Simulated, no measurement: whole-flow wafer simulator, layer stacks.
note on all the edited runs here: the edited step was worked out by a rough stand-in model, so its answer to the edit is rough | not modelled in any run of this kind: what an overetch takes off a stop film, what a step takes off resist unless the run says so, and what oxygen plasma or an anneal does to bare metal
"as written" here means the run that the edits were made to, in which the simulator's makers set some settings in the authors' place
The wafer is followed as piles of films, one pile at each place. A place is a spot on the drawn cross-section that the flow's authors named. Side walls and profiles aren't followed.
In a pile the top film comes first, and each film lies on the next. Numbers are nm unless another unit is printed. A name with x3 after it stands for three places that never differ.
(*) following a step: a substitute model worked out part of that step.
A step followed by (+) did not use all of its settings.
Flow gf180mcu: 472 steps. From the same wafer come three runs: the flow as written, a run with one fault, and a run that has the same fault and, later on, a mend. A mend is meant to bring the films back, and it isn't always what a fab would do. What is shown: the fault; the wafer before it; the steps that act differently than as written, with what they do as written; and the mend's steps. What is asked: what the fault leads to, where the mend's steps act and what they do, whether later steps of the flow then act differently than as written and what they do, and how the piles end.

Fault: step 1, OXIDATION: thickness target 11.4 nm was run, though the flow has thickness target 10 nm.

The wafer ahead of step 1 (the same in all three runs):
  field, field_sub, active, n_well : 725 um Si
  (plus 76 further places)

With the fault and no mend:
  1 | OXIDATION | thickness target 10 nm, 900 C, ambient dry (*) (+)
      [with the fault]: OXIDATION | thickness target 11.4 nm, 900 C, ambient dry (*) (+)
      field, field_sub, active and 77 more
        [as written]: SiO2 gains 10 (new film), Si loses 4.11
        [with the fault]: SiO2 gains 11.4 (new film), Si loses 4.73
  Later steps of the flow acting differently than as written (102 more steps, not shown, differ only slightly: by at most 2% or 0.5 nm, whichever is larger):
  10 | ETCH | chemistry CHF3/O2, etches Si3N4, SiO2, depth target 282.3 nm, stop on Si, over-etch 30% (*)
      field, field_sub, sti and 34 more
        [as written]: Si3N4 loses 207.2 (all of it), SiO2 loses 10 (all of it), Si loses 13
        [with the fault]: Si3N4 loses 207.2 (all of it), SiO2 loses 11.4 (all of it), Si loses 12.7
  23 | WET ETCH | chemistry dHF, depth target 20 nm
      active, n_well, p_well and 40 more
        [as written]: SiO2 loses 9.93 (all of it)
        [with the fault]: SiO2 loses 11.3 (all of it)
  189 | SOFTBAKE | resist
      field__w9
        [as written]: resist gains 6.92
        [with the fault]: resist loses 3.07
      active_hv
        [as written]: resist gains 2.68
        [with the fault]: resist loses 0.49
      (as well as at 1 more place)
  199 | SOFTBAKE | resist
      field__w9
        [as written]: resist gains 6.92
        [with the fault]: resist loses 3.07
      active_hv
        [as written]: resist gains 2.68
        [with the fault]: resist loses 0.49
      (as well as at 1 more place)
  At the end the piles are close to the flow's at the places that both follow, differing by at most 2% or 0.5 nm, whichever is larger.

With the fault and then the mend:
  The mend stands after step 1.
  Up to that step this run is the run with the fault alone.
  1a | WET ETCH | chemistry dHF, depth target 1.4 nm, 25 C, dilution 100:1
      field, field_sub, active and 77 more
        SiO2 loses 1.4
  Every later step of the flow that is run acts as written at every place that is followed.
  At the end the piles are close to the flow's at the places that both follow, differing by at most 2% or 0.5 nm, whichever is larger.
